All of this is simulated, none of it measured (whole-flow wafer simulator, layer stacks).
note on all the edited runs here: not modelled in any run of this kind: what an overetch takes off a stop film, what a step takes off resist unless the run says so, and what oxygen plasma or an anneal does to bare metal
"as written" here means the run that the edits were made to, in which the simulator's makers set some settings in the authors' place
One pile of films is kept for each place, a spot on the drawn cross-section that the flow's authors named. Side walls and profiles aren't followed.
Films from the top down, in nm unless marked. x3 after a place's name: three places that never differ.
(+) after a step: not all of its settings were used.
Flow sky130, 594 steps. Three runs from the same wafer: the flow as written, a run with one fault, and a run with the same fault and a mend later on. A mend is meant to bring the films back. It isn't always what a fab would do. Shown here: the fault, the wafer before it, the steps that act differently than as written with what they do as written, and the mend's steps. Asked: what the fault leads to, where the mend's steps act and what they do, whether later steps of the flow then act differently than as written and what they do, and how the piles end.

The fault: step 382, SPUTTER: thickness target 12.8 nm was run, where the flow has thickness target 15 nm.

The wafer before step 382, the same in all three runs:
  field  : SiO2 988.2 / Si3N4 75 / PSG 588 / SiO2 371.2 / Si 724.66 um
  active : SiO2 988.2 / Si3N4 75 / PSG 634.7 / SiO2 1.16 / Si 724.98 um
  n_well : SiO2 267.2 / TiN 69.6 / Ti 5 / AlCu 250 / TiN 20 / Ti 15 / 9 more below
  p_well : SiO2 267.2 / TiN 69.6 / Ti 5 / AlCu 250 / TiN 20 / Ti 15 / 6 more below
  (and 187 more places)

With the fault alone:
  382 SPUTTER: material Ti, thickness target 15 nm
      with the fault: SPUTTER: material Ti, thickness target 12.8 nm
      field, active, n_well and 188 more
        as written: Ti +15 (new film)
        with the fault: Ti +12.8 (new film)
  Later steps of the flow that act differently than as written (16 more steps differ only slightly, by at most 2% or 0.5 nm, whichever is larger, and aren't shown):
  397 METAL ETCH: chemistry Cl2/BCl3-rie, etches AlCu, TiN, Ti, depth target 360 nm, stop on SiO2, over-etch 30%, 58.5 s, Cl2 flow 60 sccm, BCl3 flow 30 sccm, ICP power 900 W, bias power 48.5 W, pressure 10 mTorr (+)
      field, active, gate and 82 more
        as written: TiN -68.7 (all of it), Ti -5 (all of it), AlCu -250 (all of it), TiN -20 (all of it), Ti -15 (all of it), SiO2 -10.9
        with the fault: TiN -68.7 (all of it), Ti -5 (all of it), AlCu -250 (all of it), TiN -20 (all of it), Ti -12.8 (all of it), SiO2 -11.2
  At the end the piles differ from the flow's by more than 2% or 0.5 nm, whichever is larger, at n_well, p_well, gate_hv and 103 more.
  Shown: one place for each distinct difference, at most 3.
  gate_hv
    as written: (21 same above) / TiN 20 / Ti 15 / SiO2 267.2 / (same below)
    with the fault: (21 same above) / TiN 20 / Ti 12.8 / SiO2 267.2 / (same below)
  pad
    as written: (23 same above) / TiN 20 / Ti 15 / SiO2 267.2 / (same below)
    with the fault: (23 same above) / TiN 20 / Ti 12.8 / SiO2 267.2 / (same below)
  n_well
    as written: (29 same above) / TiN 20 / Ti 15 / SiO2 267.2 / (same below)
    with the fault: (29 same above) / TiN 20 / Ti 12.8 / SiO2 267.2 / (same below)

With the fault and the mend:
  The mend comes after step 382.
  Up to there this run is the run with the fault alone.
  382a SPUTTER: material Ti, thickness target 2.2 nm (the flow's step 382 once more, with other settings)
      field, active, n_well and 188 more
        Ti +2.2
  No later step of the flow acts differently than as written at any place that is followed.
  At the end the piles are the same as the flow's at every place that both follow.
